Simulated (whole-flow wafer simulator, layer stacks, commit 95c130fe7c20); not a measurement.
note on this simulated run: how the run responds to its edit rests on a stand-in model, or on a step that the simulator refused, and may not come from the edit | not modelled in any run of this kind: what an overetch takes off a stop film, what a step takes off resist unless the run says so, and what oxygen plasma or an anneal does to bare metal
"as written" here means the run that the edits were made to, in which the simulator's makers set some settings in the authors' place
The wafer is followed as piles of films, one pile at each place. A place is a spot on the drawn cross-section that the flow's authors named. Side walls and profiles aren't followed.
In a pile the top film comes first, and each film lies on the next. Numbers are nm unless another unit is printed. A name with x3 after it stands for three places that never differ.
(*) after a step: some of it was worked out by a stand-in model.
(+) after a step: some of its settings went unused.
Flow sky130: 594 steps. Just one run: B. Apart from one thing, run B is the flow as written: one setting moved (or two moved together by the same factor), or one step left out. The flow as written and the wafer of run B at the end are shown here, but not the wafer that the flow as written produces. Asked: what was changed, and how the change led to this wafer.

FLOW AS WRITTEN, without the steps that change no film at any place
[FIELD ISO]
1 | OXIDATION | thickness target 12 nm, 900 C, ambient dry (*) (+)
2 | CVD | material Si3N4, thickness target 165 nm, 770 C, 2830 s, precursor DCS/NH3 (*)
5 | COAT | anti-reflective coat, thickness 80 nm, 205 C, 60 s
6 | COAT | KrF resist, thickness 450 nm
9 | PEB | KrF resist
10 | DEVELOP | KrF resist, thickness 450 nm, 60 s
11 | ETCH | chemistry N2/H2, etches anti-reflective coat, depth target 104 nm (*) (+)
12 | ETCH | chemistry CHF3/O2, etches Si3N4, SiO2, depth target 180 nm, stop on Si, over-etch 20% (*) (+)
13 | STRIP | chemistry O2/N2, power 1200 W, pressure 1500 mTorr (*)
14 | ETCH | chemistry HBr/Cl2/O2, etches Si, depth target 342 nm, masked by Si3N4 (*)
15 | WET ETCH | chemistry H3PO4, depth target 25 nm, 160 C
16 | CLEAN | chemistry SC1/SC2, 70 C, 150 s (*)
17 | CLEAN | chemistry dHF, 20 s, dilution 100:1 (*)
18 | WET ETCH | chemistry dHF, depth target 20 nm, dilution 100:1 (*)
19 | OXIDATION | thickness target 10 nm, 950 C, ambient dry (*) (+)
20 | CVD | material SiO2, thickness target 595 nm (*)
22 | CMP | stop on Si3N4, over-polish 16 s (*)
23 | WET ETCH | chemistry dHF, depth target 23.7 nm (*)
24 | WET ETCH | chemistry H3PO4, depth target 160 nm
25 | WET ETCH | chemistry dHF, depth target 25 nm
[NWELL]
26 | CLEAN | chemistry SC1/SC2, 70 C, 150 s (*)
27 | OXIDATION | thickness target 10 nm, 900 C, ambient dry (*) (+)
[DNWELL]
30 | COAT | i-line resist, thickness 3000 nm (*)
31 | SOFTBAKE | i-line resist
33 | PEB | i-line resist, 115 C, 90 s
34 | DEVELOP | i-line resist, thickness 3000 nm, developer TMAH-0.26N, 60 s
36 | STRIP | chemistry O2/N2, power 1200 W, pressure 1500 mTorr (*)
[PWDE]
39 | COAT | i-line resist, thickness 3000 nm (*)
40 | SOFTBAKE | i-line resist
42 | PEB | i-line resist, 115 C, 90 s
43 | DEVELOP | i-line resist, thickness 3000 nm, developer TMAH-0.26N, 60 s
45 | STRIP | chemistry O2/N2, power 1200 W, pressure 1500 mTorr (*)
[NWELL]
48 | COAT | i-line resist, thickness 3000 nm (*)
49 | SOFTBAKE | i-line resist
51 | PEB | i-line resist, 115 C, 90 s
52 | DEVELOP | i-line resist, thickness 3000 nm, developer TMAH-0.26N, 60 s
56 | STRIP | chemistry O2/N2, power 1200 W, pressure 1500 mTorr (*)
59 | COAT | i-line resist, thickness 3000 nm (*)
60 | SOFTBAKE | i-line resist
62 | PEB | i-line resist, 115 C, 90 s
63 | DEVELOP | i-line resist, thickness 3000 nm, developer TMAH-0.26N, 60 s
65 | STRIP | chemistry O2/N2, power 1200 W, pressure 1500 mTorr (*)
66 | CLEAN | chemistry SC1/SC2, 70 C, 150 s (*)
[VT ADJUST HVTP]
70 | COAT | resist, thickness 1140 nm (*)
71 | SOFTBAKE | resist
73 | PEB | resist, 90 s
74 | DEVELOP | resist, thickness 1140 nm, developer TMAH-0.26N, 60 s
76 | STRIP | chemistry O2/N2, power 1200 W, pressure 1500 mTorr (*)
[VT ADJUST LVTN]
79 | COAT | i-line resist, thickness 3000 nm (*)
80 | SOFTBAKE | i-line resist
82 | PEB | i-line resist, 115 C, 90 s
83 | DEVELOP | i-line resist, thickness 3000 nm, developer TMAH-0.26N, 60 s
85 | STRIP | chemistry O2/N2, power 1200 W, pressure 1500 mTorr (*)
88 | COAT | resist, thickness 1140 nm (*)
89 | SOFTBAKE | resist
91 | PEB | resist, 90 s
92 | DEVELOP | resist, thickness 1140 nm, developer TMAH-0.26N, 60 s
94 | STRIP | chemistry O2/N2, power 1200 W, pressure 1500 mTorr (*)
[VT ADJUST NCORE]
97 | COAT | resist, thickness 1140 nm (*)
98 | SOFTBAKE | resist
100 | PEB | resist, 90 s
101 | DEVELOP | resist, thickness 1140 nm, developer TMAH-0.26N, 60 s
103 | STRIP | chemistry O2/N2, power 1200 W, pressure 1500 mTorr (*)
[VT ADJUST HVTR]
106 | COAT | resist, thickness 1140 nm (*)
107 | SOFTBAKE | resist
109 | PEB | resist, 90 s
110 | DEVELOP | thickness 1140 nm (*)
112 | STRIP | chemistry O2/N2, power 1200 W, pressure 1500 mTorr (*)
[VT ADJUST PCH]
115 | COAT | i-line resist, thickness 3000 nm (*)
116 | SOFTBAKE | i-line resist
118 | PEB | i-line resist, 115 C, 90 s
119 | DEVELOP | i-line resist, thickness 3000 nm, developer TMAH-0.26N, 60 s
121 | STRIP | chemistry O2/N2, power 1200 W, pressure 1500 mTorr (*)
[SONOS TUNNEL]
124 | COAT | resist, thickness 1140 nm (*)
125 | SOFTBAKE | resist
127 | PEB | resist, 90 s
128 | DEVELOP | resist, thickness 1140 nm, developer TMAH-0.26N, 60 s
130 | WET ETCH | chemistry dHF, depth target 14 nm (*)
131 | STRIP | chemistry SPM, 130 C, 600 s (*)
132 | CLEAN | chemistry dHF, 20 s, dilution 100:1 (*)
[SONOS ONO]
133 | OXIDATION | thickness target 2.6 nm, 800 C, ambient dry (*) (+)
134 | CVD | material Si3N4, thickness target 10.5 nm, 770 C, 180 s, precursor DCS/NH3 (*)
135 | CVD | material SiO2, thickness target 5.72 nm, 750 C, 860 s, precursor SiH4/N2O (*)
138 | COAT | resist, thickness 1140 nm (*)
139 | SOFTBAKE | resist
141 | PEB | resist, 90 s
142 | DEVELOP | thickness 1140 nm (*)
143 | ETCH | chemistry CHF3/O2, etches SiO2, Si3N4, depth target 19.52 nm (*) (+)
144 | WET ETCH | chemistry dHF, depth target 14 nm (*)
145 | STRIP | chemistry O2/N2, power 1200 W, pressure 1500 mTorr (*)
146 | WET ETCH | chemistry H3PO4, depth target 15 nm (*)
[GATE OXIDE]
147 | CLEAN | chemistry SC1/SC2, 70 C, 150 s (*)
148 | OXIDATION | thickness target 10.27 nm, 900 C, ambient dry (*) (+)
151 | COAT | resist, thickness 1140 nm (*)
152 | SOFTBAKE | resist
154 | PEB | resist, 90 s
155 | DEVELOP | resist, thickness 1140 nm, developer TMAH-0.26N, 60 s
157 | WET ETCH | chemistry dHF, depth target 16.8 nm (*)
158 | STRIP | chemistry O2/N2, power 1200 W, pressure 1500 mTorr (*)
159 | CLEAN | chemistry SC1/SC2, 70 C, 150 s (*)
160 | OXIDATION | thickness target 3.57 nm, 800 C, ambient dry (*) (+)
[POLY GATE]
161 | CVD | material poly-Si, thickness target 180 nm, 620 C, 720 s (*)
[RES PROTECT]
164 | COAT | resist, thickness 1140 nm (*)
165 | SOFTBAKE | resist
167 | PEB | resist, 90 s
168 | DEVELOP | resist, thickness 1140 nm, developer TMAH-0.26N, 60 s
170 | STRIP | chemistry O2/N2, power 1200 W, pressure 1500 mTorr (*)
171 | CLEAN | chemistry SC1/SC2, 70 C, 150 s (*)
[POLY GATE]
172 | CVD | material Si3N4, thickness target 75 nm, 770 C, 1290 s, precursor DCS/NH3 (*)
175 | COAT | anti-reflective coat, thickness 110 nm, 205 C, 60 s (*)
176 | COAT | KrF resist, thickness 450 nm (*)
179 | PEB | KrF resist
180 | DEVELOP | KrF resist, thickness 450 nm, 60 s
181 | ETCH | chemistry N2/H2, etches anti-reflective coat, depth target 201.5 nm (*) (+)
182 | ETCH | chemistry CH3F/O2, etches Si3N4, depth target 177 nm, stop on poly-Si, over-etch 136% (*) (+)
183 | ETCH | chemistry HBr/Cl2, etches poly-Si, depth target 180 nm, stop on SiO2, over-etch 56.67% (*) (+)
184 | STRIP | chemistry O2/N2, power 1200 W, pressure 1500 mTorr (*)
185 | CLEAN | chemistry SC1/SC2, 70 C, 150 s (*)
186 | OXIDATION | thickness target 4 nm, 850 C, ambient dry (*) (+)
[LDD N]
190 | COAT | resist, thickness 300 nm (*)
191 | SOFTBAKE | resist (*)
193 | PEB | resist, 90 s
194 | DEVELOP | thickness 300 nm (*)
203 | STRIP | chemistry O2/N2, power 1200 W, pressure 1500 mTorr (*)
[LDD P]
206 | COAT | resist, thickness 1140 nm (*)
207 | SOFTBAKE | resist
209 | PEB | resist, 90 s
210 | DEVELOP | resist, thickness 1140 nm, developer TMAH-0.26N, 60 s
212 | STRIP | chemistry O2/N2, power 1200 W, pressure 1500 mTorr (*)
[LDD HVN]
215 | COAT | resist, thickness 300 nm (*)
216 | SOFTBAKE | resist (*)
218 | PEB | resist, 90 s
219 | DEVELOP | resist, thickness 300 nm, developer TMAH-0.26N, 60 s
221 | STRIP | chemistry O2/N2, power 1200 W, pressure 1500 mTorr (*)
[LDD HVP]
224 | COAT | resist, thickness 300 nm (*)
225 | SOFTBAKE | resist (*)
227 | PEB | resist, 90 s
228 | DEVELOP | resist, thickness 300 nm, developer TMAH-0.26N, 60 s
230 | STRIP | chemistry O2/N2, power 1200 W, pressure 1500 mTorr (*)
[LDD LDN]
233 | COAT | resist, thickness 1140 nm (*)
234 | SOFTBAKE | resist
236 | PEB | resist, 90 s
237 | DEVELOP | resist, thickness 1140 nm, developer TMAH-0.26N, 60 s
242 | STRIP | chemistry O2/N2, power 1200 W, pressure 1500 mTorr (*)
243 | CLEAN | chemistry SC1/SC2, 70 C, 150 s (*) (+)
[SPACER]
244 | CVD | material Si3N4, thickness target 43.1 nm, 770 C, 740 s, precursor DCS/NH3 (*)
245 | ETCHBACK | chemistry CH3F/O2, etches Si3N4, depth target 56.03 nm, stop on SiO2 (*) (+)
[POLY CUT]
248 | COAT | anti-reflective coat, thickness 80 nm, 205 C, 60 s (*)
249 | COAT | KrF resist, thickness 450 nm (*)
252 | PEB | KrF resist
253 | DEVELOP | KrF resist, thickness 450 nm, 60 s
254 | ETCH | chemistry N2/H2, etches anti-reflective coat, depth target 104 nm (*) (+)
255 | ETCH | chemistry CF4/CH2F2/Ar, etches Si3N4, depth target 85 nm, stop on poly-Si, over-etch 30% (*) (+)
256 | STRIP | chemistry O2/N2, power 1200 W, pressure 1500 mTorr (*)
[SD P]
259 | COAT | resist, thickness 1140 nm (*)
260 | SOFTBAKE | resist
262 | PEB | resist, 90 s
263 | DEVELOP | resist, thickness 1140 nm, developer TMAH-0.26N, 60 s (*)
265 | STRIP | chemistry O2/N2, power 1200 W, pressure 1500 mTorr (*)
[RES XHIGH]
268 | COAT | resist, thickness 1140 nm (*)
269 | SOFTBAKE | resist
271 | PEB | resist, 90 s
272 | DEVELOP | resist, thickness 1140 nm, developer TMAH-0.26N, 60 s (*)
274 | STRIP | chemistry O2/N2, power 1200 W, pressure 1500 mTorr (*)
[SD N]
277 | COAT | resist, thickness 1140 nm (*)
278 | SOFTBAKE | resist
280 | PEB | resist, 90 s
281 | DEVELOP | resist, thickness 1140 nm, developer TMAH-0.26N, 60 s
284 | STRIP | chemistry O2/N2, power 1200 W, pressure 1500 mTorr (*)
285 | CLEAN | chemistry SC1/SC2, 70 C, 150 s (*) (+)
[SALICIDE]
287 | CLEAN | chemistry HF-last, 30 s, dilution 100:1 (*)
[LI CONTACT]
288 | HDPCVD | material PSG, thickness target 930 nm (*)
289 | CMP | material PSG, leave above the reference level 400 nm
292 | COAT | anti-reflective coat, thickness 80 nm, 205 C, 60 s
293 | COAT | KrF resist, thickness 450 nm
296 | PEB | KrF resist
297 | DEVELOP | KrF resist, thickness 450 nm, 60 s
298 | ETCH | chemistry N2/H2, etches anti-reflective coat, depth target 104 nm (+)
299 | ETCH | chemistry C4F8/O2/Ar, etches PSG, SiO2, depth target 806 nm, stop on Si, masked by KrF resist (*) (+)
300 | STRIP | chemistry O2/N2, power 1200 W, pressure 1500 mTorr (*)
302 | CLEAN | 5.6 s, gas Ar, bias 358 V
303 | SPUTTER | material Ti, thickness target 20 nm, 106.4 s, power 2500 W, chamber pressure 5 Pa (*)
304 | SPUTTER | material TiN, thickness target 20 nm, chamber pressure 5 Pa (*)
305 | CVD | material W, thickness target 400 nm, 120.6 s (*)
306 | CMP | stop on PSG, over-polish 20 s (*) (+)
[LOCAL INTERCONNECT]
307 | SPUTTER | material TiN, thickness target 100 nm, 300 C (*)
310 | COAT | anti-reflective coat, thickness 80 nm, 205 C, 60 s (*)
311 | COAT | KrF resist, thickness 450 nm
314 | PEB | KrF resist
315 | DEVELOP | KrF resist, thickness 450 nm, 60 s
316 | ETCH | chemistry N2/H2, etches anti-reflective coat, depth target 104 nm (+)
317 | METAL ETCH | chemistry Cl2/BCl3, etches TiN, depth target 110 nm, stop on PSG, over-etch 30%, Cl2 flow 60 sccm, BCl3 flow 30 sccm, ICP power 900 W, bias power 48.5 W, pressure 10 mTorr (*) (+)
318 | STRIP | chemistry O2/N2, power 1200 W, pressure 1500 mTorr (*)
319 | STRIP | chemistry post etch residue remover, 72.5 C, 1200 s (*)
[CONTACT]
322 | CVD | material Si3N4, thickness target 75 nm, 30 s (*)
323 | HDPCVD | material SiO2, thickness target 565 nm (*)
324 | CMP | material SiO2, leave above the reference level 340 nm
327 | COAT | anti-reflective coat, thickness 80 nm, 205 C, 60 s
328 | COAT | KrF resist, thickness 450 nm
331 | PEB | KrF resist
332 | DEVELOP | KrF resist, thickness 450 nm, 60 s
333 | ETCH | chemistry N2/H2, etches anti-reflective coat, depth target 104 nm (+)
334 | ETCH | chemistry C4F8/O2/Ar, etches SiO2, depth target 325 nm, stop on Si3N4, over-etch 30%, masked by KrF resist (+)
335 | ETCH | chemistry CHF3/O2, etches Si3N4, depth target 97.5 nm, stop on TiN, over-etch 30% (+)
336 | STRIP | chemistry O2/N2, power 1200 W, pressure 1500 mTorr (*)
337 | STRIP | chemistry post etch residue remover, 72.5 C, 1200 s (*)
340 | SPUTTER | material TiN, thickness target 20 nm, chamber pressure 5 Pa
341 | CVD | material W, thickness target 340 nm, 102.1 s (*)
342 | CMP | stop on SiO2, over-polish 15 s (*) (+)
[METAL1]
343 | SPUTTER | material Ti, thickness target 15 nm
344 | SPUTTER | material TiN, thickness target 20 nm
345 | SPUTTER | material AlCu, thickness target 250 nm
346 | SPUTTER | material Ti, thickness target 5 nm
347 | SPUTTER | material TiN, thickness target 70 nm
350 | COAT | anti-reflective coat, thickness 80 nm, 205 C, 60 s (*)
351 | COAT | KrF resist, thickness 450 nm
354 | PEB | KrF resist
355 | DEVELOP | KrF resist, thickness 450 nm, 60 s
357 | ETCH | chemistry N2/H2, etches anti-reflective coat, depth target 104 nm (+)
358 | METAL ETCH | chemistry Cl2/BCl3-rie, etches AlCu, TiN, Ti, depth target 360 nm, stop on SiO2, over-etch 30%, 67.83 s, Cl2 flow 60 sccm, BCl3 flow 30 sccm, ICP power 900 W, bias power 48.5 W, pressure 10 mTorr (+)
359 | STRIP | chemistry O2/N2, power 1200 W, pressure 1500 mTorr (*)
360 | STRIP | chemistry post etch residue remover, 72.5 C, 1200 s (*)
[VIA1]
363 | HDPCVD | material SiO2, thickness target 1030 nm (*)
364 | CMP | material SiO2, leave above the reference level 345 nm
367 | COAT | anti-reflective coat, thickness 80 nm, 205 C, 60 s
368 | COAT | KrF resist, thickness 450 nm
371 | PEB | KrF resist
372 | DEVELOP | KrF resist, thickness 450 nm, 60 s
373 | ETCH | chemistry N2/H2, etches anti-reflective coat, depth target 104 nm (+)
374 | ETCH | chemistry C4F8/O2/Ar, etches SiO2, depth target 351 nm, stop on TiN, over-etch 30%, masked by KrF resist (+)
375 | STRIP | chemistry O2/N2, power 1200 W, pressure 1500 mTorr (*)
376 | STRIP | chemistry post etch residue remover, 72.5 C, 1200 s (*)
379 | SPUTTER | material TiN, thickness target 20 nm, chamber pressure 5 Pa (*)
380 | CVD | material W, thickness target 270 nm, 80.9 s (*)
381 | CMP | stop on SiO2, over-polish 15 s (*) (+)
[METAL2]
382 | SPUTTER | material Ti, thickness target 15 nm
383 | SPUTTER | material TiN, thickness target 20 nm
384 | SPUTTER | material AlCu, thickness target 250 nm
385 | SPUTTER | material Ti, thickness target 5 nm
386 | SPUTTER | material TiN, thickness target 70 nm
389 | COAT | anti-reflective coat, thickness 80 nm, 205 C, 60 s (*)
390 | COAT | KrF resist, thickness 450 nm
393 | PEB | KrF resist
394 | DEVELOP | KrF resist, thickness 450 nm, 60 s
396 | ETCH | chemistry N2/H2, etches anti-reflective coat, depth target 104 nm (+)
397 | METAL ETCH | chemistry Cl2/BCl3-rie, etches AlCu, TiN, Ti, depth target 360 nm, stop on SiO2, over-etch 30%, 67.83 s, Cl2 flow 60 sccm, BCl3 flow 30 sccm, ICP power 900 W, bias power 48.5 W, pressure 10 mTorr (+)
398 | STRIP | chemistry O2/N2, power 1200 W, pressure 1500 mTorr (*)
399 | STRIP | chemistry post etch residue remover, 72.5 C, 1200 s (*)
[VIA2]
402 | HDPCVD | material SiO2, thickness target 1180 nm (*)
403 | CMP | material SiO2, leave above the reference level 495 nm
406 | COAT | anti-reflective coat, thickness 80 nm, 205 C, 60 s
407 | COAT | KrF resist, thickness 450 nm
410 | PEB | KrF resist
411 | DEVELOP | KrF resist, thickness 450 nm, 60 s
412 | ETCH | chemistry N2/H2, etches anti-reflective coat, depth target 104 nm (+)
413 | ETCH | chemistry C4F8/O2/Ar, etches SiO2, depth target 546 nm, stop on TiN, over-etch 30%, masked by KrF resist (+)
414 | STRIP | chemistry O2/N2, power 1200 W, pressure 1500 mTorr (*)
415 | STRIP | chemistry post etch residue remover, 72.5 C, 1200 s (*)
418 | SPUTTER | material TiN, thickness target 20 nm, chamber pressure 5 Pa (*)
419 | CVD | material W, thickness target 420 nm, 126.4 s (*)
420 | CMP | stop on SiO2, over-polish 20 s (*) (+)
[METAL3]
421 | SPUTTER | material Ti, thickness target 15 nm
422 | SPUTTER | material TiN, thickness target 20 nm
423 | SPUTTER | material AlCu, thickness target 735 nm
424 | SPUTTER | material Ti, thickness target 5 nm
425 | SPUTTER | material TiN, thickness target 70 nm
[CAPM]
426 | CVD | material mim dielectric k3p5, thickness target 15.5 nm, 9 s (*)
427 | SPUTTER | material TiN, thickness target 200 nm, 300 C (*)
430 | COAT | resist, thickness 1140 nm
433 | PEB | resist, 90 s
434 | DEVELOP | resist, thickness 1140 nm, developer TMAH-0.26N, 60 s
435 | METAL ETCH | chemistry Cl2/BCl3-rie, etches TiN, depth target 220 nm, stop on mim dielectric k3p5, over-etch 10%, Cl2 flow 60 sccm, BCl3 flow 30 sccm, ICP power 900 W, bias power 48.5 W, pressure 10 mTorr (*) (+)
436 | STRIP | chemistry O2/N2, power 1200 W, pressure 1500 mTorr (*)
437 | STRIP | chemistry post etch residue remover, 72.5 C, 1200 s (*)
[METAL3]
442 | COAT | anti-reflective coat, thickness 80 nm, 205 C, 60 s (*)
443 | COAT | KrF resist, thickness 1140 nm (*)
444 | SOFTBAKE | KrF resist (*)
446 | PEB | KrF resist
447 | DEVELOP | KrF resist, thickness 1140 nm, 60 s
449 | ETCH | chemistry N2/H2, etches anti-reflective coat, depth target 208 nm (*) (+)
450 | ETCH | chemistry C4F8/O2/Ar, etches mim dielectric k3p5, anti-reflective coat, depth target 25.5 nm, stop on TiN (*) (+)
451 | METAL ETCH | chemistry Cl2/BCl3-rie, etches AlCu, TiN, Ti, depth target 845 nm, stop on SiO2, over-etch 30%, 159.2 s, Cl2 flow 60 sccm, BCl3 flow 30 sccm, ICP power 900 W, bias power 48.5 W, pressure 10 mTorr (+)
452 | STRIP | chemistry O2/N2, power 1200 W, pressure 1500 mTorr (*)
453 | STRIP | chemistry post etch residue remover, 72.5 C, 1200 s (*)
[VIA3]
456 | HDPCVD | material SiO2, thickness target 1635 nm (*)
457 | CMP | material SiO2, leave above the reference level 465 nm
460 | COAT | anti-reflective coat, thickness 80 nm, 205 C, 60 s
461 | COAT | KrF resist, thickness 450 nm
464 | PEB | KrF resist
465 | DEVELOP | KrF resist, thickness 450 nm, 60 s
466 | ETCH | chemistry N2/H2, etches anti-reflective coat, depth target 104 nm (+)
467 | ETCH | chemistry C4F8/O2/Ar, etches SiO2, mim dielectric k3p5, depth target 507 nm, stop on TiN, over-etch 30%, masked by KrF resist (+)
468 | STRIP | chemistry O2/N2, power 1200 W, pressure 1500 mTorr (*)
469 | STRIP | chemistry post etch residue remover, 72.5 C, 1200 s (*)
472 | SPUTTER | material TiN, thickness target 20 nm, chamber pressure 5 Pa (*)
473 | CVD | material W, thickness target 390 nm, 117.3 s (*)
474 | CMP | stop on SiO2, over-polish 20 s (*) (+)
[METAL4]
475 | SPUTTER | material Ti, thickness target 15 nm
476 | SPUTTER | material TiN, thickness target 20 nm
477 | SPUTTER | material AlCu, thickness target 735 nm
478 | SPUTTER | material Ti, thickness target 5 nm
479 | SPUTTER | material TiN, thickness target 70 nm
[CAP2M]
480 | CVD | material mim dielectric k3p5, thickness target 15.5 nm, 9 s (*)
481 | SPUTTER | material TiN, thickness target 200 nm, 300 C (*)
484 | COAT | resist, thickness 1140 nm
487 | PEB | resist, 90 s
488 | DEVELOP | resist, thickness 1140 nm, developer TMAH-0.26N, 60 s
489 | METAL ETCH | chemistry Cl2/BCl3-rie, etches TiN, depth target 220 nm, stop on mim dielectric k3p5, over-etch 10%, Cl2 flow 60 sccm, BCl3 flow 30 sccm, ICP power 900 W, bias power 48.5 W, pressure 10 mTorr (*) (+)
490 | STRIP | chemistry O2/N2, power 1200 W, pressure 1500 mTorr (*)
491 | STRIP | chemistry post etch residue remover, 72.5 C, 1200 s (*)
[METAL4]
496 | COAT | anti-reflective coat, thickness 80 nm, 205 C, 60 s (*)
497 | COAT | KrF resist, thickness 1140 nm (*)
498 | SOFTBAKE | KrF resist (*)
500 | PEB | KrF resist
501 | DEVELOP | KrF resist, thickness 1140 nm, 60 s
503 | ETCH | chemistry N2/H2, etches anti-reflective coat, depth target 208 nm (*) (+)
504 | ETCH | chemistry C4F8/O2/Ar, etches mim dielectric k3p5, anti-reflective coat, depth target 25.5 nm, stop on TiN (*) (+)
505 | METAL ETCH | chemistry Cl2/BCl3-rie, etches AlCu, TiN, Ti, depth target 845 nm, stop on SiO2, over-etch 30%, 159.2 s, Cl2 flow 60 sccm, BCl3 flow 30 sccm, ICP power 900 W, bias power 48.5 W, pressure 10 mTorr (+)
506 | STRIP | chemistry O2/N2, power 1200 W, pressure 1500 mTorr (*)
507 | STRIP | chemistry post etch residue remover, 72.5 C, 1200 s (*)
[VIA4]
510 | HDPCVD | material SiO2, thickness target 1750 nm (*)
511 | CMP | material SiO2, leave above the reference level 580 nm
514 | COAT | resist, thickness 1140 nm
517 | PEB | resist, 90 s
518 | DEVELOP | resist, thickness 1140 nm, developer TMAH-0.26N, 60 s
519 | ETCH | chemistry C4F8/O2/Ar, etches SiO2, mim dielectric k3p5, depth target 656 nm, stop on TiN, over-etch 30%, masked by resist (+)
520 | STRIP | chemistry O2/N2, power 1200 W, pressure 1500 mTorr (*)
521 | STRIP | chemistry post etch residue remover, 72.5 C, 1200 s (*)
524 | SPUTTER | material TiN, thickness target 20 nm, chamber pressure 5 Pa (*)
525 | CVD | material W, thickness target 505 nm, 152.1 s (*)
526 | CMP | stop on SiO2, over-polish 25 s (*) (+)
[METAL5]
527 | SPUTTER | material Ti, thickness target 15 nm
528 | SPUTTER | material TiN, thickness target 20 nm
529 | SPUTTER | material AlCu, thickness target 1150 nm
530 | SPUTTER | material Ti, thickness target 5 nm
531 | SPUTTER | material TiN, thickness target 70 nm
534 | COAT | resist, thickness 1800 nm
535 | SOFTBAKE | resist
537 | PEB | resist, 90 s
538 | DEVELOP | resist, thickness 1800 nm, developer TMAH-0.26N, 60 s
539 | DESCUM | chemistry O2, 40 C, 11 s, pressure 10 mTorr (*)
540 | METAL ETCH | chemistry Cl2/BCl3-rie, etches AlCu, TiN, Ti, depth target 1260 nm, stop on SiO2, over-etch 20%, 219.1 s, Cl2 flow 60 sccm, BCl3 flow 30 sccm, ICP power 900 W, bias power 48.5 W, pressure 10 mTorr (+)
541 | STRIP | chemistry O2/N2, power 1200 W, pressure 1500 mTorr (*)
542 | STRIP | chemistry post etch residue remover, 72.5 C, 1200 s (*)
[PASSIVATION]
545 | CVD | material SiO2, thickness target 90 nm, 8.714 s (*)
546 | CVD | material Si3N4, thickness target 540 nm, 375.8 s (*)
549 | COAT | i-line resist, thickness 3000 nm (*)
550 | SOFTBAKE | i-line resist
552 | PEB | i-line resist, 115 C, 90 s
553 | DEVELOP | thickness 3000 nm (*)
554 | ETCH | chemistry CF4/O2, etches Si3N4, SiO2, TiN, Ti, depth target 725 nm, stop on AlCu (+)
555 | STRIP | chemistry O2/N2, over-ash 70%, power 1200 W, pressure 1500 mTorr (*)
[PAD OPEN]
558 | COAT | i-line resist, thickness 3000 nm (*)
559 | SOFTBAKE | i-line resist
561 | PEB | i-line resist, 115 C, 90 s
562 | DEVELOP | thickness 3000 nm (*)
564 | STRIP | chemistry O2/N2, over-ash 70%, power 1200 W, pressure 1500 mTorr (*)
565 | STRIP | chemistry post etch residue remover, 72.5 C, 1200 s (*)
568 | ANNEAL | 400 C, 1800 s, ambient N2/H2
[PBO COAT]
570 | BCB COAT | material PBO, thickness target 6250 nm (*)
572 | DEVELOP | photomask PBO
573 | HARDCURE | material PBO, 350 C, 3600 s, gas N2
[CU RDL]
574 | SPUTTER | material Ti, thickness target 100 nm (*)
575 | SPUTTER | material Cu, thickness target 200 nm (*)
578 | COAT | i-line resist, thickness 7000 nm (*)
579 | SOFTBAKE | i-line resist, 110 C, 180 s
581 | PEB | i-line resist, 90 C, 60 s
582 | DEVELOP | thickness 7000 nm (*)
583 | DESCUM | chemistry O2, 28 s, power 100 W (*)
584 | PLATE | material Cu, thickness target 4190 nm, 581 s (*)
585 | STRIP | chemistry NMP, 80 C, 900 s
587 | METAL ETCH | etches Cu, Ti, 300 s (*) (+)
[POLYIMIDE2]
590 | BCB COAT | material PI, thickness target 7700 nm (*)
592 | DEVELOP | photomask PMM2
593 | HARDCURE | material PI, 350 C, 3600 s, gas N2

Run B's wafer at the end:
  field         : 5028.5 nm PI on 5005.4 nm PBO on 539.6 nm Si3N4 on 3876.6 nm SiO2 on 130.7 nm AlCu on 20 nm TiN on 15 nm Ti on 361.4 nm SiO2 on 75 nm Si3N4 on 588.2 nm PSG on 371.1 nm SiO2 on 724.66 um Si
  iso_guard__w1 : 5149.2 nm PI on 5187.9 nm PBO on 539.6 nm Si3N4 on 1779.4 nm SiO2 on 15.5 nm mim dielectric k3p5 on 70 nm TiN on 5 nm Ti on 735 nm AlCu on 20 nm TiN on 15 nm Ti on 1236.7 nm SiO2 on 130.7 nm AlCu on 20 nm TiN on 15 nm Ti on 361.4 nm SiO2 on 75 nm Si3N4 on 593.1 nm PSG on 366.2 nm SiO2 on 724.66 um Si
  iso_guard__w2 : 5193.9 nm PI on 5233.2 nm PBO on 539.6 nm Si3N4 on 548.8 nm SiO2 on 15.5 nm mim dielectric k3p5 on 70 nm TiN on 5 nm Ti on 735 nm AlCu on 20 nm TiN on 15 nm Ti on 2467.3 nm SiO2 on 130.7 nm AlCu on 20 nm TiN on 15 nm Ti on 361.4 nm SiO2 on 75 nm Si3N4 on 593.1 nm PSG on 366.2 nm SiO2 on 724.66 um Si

The reason: step 358, METAL ETCH: depth target 144 nm was run, while the flow as written has depth target 360 nm.

The path from the change to this, step by step:
  358 | METAL ETCH | chemistry Cl2/BCl3-rie, etches AlCu, TiN, Ti, depth target 360 nm, stop on SiO2, over-etch 30%, 67.83 s, Cl2 flow 60 sccm, BCl3 flow 30 sccm, ICP power 900 W, bias power 48.5 W, pressure 10 mTorr (+)
      field, active, gate and 81 more: -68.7 TiN (all of it), -5 Ti (all of it), -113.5 AlCu (in the flow as written it would be: -68.7 TiN (all of it), -5 Ti (all of it), -250 AlCu (all of it), -20 TiN (all of it), -15 Ti (all of it), -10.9 SiO2)
      n_well, p_well, gate_hv and 104 more: -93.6 KrF resist (in the flow as written it would be: -234 KrF resist)
  359 | STRIP | chemistry O2/N2, power 1200 W, pressure 1500 mTorr (*)
      n_well, p_well, gate_hv and 100 more: -281.8 KrF resist (all of it), -80 anti-reflective coat (all of it) (in the flow as written it would be: -141.4 KrF resist (all of it), -80 anti-reflective coat (all of it))
      poly_licon, rpo_hd_licon: -281.9 KrF resist (all of it), -80.4 anti-reflective coat (all of it) (in the flow as written it would be: -141.5 KrF resist (all of it), -80.4 anti-reflective coat (all of it))
      (as well as at 2 more places)
  360 | STRIP | chemistry post etch residue remover, 72.5 C, 1200 s (*)
      field, active, gate and 81 more: -5.72 AlCu (in the flow as written it would be: nothing)
  363 | HDPCVD | material SiO2, thickness target 1030 nm (*)
      field, active, gate and 81 more: +1030 SiO2 (new film) (in the flow as written it would be: +1030 SiO2)
  364 | CMP | material SiO2, leave above the reference level 345 nm
      field, active, gate and 81 more: -565.7 SiO2 (in the flow as written it would be: -389.1 SiO2)
If metal films that touch count as one body, field has 1 body; the flow as written gives 0 bodies.
If metal films that touch count as one body, iso_guard__w1 has 2 bodies (between them, from the top down: SiO2 1236.7); the flow as written gives 1 body.
If metal films that touch count as one body, iso_guard__w2 has 2 bodies (between them, from the top down: SiO2 2467.3); the flow as written gives 1 body.
